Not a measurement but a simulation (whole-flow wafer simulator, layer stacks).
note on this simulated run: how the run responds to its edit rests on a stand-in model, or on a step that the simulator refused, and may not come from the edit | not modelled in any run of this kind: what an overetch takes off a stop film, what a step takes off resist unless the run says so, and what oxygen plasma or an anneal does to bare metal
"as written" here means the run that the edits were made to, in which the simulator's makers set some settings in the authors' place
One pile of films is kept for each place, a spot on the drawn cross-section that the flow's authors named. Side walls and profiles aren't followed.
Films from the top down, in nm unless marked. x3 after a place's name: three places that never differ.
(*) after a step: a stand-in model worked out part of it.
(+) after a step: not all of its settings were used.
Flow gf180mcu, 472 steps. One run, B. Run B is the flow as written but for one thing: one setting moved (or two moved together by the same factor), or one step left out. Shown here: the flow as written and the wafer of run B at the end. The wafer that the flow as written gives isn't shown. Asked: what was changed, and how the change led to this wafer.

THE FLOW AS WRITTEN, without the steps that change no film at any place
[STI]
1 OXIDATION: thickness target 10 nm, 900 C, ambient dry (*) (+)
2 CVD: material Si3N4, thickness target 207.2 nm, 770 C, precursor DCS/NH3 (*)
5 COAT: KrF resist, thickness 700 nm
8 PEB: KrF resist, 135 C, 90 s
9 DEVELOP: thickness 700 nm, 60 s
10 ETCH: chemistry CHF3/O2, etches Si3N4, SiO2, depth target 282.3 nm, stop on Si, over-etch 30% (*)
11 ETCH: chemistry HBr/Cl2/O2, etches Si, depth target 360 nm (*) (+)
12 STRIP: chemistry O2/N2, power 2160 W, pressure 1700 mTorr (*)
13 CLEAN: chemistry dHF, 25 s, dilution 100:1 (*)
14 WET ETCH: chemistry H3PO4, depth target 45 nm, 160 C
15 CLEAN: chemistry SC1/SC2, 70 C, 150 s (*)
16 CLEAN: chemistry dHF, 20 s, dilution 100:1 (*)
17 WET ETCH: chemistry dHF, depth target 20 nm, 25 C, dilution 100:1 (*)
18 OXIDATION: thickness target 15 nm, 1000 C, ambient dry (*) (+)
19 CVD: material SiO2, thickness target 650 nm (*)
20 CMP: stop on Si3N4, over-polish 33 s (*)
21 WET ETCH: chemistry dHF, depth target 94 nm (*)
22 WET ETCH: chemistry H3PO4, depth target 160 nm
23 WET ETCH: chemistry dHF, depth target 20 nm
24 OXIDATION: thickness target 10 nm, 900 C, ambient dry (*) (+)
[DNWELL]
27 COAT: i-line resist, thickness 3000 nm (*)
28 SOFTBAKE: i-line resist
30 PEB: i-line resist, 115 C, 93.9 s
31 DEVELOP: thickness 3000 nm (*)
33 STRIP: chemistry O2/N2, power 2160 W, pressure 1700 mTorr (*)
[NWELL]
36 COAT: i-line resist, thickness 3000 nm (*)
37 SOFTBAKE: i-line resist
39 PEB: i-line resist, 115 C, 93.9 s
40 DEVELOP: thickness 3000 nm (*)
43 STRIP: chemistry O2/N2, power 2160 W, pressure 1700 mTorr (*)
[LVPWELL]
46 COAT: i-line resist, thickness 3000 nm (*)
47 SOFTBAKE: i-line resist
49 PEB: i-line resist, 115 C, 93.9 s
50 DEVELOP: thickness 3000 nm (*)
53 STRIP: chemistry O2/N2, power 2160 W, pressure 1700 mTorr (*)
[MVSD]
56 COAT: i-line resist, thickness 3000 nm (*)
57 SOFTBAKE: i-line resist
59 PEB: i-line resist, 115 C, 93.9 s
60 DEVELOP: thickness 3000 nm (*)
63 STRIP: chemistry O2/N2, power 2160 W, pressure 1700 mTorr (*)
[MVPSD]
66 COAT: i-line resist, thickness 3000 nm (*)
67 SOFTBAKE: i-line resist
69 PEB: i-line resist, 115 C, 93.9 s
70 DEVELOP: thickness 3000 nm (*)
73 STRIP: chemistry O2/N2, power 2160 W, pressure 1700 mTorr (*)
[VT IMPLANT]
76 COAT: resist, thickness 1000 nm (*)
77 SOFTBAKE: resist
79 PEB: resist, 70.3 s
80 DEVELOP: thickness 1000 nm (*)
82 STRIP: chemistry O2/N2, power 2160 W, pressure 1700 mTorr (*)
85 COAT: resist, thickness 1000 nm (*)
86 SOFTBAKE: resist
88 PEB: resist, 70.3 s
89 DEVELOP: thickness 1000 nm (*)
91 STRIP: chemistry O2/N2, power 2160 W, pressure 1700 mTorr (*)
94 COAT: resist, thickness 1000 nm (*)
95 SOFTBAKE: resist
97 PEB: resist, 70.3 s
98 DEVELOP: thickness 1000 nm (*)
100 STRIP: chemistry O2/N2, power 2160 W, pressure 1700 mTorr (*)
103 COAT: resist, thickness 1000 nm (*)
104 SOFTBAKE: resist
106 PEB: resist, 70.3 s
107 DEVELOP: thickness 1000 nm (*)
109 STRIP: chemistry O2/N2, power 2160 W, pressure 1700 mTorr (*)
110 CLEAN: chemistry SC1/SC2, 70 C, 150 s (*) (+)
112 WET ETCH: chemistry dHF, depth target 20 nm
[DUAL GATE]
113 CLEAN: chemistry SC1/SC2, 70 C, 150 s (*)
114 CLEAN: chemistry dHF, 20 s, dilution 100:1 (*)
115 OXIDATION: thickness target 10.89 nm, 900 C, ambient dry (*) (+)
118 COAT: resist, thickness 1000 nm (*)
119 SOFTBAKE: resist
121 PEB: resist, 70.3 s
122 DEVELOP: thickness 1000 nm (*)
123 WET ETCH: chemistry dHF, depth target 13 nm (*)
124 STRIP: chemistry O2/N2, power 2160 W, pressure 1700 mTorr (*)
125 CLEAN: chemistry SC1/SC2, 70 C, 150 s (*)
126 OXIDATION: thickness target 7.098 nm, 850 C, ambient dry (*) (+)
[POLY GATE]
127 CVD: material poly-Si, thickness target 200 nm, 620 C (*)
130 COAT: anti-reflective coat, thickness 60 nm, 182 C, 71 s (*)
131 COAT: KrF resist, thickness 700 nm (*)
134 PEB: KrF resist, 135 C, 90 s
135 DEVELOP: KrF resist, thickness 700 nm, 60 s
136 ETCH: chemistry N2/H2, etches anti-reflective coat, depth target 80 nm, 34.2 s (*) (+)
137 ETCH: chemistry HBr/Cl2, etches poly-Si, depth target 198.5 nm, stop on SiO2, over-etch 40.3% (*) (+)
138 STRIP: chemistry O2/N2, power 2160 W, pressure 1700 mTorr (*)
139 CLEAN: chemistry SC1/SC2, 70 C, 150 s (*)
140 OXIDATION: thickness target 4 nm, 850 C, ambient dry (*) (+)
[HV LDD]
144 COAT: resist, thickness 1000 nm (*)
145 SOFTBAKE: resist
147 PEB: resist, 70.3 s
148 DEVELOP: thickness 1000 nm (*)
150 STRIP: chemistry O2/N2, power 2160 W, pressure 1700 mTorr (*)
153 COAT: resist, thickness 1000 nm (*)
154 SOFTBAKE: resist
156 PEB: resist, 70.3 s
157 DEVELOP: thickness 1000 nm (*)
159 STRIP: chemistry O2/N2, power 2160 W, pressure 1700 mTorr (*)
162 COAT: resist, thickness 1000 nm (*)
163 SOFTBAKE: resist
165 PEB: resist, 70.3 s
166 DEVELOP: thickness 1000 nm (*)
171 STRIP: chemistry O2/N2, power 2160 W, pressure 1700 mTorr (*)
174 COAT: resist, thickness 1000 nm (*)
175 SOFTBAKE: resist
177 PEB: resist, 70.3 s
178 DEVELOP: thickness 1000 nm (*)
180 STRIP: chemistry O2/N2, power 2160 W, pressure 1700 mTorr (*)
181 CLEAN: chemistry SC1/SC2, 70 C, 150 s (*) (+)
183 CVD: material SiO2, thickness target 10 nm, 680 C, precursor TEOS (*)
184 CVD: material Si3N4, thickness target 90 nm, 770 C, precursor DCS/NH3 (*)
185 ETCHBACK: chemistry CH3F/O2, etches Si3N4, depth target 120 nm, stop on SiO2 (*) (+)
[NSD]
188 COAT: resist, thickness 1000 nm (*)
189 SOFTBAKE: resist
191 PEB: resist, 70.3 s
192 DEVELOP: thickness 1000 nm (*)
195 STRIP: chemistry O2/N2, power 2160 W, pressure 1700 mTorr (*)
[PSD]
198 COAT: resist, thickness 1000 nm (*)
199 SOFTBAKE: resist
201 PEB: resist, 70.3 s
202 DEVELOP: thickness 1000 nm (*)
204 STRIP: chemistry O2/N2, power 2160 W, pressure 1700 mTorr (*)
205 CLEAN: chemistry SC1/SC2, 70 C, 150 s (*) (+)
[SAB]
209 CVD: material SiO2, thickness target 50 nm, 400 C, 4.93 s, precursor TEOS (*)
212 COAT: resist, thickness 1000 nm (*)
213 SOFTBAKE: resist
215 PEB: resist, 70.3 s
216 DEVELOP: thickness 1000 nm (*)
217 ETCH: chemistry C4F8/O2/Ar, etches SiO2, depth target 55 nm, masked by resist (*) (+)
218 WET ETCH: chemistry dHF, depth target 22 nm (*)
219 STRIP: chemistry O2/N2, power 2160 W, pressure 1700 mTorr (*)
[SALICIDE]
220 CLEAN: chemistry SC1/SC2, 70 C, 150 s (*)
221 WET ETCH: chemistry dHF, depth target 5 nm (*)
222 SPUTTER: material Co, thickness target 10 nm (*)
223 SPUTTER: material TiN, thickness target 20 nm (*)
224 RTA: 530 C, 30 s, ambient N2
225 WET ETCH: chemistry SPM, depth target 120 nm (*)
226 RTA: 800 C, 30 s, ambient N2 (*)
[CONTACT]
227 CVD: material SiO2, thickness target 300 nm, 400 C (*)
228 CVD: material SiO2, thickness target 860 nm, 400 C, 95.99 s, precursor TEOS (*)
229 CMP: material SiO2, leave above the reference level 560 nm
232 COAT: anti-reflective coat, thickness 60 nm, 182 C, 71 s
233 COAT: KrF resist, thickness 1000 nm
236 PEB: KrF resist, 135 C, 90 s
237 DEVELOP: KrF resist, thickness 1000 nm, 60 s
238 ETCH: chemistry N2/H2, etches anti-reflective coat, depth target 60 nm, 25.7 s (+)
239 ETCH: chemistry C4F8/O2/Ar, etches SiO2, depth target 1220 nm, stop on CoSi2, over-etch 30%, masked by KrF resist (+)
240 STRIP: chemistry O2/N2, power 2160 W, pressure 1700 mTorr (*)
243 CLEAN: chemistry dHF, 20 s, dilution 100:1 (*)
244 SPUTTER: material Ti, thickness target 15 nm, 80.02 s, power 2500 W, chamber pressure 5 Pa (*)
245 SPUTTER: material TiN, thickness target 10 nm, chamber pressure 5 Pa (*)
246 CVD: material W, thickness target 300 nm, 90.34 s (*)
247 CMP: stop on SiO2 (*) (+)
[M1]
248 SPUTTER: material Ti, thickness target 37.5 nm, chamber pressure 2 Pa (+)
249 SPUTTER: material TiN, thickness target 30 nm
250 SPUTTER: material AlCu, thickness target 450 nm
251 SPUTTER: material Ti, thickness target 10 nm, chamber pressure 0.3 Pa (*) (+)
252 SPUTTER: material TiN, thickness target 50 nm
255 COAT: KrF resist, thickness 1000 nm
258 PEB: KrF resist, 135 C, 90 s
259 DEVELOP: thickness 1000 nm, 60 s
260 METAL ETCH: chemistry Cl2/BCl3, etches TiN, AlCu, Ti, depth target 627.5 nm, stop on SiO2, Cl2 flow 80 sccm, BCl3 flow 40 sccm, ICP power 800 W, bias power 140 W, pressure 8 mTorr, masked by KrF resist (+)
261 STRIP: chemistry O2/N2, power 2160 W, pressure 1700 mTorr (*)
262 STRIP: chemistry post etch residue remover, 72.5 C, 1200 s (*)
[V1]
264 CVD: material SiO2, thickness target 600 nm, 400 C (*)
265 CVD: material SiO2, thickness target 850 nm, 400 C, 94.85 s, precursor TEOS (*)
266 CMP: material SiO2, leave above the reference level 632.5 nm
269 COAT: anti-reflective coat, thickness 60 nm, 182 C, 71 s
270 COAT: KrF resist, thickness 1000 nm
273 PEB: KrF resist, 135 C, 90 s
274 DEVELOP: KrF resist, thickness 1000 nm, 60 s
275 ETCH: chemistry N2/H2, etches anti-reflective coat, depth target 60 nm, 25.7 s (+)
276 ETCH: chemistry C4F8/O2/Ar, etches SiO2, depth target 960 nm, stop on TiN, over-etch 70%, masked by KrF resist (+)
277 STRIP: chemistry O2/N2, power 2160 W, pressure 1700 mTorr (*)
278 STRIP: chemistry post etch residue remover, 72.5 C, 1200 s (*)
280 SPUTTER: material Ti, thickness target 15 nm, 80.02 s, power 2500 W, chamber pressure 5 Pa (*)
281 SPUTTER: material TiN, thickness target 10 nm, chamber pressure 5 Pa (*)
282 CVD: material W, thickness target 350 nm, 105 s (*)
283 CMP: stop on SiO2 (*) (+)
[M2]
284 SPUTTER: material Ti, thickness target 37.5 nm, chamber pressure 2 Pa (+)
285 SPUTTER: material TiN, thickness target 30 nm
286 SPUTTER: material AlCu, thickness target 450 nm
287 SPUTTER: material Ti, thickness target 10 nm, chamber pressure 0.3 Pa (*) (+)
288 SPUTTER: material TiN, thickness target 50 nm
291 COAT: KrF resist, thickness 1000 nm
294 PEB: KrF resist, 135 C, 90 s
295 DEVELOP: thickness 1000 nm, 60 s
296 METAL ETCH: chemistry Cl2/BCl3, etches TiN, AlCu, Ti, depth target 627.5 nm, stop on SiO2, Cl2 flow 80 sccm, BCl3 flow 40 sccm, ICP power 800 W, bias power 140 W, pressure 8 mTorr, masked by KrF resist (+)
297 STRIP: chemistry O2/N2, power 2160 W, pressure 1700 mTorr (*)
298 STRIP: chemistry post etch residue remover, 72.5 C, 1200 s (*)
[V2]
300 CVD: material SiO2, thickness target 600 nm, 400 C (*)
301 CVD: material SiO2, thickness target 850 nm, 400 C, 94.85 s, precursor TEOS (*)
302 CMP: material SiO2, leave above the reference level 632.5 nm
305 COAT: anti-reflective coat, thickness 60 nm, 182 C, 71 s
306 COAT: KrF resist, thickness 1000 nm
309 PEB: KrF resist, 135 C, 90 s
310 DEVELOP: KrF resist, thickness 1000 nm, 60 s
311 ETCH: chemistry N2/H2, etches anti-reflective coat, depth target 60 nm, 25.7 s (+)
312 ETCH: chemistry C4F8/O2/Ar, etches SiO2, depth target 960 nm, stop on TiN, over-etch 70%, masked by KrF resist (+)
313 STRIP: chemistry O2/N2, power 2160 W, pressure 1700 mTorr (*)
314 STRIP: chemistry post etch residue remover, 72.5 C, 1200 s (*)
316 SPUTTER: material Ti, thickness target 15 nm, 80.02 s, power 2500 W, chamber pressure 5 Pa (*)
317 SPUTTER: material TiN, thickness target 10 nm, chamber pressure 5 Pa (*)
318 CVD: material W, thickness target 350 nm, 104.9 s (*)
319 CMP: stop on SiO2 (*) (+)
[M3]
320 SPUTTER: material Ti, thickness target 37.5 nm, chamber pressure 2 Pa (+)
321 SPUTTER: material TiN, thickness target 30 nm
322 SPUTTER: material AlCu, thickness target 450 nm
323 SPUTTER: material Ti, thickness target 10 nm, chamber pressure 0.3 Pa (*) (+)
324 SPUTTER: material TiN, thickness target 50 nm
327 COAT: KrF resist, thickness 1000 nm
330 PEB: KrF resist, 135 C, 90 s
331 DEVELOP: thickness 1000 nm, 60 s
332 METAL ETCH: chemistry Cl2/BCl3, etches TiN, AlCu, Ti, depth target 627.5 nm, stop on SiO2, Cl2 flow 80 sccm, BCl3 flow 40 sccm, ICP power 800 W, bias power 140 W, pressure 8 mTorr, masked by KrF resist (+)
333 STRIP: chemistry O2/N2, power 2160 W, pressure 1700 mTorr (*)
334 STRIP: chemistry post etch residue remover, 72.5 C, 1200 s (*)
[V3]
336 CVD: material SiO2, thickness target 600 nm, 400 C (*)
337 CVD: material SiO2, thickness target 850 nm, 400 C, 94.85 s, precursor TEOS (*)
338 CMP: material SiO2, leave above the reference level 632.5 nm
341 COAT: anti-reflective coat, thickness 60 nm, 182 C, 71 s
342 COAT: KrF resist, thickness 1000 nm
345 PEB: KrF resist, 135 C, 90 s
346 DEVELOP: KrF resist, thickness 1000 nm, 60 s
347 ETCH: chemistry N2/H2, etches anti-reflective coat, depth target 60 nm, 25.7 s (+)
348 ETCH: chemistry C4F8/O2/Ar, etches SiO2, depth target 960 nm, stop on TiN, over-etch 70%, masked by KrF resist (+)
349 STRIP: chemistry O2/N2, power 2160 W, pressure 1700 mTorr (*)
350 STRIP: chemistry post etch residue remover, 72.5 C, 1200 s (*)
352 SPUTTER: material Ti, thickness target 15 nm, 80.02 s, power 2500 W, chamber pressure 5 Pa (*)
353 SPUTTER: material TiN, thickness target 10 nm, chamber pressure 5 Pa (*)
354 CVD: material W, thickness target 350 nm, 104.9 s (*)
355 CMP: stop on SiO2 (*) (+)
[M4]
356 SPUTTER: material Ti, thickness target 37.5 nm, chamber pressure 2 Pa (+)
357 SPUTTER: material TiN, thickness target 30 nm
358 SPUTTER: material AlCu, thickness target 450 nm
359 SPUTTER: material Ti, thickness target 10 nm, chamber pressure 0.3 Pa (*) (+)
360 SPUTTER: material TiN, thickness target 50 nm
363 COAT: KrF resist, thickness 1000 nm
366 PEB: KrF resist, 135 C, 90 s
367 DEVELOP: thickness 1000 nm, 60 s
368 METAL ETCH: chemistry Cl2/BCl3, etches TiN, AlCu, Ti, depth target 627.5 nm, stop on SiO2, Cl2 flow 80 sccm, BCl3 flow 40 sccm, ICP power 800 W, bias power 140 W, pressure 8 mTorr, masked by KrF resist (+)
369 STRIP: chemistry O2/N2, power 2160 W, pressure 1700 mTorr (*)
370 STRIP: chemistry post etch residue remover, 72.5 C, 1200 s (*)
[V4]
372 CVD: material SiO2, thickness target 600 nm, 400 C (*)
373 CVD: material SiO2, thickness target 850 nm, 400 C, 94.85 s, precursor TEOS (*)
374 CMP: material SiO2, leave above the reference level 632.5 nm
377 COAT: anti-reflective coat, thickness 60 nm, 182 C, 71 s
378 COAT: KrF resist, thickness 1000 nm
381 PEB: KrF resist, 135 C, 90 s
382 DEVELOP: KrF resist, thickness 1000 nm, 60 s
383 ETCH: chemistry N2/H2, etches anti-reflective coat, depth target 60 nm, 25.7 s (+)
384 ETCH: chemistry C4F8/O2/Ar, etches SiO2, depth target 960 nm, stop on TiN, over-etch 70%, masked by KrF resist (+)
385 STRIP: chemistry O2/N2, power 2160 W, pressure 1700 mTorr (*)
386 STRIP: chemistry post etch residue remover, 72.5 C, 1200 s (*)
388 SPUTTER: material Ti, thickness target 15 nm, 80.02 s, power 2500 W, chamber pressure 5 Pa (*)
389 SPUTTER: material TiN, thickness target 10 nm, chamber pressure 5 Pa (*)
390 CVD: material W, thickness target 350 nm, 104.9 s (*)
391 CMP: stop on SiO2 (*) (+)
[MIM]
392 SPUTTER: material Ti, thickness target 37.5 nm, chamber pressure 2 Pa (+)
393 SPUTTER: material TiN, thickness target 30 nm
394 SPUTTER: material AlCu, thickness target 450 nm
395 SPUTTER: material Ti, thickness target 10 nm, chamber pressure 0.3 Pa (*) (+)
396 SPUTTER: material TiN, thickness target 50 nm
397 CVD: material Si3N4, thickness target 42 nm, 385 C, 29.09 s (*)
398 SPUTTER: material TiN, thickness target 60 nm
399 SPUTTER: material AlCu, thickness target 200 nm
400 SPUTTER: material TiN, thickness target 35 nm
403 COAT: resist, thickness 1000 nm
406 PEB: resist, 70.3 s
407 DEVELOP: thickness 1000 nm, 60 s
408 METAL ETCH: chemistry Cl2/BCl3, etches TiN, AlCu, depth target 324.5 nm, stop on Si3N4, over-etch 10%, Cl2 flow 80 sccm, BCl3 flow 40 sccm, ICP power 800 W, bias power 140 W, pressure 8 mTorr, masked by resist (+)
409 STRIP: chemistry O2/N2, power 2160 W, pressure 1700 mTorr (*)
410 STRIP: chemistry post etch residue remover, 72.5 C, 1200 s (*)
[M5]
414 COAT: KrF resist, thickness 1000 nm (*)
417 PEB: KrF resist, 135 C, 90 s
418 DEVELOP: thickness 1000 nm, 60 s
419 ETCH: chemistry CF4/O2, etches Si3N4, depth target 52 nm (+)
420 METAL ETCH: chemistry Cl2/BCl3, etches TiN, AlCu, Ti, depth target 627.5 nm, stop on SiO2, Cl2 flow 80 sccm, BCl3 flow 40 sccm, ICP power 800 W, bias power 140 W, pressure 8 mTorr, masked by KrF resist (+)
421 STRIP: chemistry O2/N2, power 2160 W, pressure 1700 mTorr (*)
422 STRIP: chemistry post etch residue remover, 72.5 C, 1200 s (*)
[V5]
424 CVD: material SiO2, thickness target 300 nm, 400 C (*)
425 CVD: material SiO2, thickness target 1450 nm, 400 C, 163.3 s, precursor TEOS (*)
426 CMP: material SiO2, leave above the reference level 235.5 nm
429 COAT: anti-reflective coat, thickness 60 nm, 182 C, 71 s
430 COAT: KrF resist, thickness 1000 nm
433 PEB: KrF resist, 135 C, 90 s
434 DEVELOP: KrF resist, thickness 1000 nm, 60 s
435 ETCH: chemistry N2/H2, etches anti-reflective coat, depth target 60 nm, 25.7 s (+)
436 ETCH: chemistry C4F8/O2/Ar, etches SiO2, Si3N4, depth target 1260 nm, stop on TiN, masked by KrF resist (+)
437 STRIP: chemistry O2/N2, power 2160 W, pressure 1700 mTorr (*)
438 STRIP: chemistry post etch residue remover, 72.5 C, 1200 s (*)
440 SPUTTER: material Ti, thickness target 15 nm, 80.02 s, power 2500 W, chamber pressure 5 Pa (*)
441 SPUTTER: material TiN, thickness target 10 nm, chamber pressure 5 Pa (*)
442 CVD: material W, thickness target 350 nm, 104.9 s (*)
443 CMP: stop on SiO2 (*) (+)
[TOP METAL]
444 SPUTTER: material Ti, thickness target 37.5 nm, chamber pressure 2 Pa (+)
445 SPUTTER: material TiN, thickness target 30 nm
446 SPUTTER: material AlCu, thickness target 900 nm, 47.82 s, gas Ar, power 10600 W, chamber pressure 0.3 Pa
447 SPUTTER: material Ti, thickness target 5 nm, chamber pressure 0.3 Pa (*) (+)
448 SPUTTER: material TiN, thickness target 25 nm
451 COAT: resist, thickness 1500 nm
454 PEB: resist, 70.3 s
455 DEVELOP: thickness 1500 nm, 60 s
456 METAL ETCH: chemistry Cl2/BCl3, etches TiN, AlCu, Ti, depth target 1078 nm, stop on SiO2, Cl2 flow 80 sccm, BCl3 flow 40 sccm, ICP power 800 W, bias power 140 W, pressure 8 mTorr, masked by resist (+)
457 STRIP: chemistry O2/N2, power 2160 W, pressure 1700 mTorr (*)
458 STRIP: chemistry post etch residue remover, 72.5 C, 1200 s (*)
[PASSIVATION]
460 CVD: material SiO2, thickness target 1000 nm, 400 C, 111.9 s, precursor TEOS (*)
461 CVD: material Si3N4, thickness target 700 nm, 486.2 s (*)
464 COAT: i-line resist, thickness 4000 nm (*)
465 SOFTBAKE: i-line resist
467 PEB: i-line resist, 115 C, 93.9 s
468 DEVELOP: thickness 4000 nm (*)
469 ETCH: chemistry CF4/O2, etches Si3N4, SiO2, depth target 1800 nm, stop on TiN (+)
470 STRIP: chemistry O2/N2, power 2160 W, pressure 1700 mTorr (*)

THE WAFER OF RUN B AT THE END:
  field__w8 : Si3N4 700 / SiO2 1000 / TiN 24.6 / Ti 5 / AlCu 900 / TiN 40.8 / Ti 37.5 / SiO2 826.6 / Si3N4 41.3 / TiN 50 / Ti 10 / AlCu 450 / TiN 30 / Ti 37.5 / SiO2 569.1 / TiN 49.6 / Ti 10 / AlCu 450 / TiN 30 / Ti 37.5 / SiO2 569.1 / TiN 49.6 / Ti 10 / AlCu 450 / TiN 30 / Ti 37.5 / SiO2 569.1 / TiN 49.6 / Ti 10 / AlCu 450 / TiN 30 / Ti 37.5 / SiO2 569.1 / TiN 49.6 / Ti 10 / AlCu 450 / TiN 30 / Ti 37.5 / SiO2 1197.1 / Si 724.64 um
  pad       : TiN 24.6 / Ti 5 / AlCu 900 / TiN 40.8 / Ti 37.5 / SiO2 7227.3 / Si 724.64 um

The cause: step 445, SPUTTER: thickness target 40.8 nm was run, where the flow has thickness target 30 nm.
It can be read off the wafer: field__w8 has TiN 40.8, and step 445 as written asks for 30 nm.

How the change led to this, step by step:
  445 SPUTTER: material TiN, thickness target 30 nm
      field, field__w1, field__w2 and 109 more: TiN +40.8 (new film) (as written it would be: TiN +30 (new film))
  456 METAL ETCH: chemistry Cl2/BCl3, etches TiN, AlCu, Ti, depth target 1078 nm, stop on SiO2, Cl2 flow 80 sccm, BCl3 flow 40 sccm, ICP power 800 W, bias power 140 W, pressure 8 mTorr, masked by resist (+)
      field, field__w1, field__w2 and 103 more: TiN -25 (all of it), Ti -5 (all of it), AlCu -900 (all of it), TiN -40.8 (all of it), Ti -37.5 (all of it) (as written it would be: TiN -25 (all of it), Ti -5 (all of it), AlCu -900 (all of it), TiN -30 (all of it), Ti -37.5 (all of it))
  465 SOFTBAKE: i-line resist
      gate: i-line resist -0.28 (as written it would be: i-line resist +1.79)
      field__w11, field__w13: i-line resist +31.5 (as written it would be: i-line resist +37.6)
      (and at 57 more places)
